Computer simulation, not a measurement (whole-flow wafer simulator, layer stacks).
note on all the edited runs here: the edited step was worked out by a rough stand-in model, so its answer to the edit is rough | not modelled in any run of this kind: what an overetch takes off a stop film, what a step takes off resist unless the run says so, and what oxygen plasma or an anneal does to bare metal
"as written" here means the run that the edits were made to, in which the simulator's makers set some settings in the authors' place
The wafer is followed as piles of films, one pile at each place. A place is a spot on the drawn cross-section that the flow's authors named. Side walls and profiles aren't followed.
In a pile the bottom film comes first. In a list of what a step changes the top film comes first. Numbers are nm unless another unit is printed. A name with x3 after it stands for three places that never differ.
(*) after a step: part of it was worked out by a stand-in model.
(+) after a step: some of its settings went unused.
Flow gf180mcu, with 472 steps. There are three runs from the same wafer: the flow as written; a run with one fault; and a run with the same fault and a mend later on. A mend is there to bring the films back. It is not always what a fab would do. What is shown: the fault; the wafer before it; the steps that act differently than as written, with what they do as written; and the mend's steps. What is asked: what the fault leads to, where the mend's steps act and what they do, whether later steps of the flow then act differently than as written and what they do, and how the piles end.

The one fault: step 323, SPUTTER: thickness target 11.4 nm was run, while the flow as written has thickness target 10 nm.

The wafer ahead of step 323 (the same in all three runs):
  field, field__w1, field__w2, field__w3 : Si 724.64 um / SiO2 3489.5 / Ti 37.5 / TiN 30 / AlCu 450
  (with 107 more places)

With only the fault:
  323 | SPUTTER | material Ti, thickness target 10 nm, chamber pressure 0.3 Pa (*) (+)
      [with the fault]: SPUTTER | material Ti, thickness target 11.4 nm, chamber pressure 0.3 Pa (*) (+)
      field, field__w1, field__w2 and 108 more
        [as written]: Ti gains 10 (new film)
        [with the fault]: Ti gains 11.4 (new film)
  Steps further on in the flow that do not act as written (5 more steps, not shown, differ only slightly: by at most 2% or 0.5 nm, whichever is larger):
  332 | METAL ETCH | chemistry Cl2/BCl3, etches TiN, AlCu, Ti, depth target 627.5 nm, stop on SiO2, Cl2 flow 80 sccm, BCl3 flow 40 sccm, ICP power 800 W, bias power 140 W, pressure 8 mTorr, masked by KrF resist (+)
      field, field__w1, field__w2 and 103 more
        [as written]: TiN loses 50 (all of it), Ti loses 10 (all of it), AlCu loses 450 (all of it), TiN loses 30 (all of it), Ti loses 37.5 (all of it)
        [with the fault]: TiN loses 50 (all of it), Ti loses 11.4 (all of it), AlCu loses 450 (all of it), TiN loses 30 (all of it), Ti loses 37.5 (all of it)
  At field__w8, contact, m1, m1__w1, m1_nw, the piles at the end differ from the flow's by more than 2% or 0.5 nm, whichever is larger.
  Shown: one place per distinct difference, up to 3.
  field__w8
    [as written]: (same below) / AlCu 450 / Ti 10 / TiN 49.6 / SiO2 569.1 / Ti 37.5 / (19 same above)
    [with the fault]: (same below) / AlCu 450 / Ti 11.4 / TiN 49.6 / SiO2 567.7 / Ti 37.5 / (19 same above)
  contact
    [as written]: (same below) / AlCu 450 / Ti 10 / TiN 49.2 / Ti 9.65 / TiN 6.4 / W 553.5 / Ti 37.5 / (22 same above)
    [with the fault]: (same below) / AlCu 450 / Ti 11.4 / TiN 49.2 / Ti 9.66 / TiN 6.41 / W 552.1 / Ti 37.5 / (22 same above)

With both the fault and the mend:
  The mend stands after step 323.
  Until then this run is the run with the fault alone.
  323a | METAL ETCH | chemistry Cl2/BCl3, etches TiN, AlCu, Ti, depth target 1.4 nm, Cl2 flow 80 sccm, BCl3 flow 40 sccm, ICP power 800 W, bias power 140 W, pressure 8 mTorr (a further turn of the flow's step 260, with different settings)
      field, field__w1, field__w2 and 108 more
        Ti loses 1.4
  None of the later steps of the flow acts differently than as written at any place that is followed.
  The piles end the same as the flow's at every place that both follow.
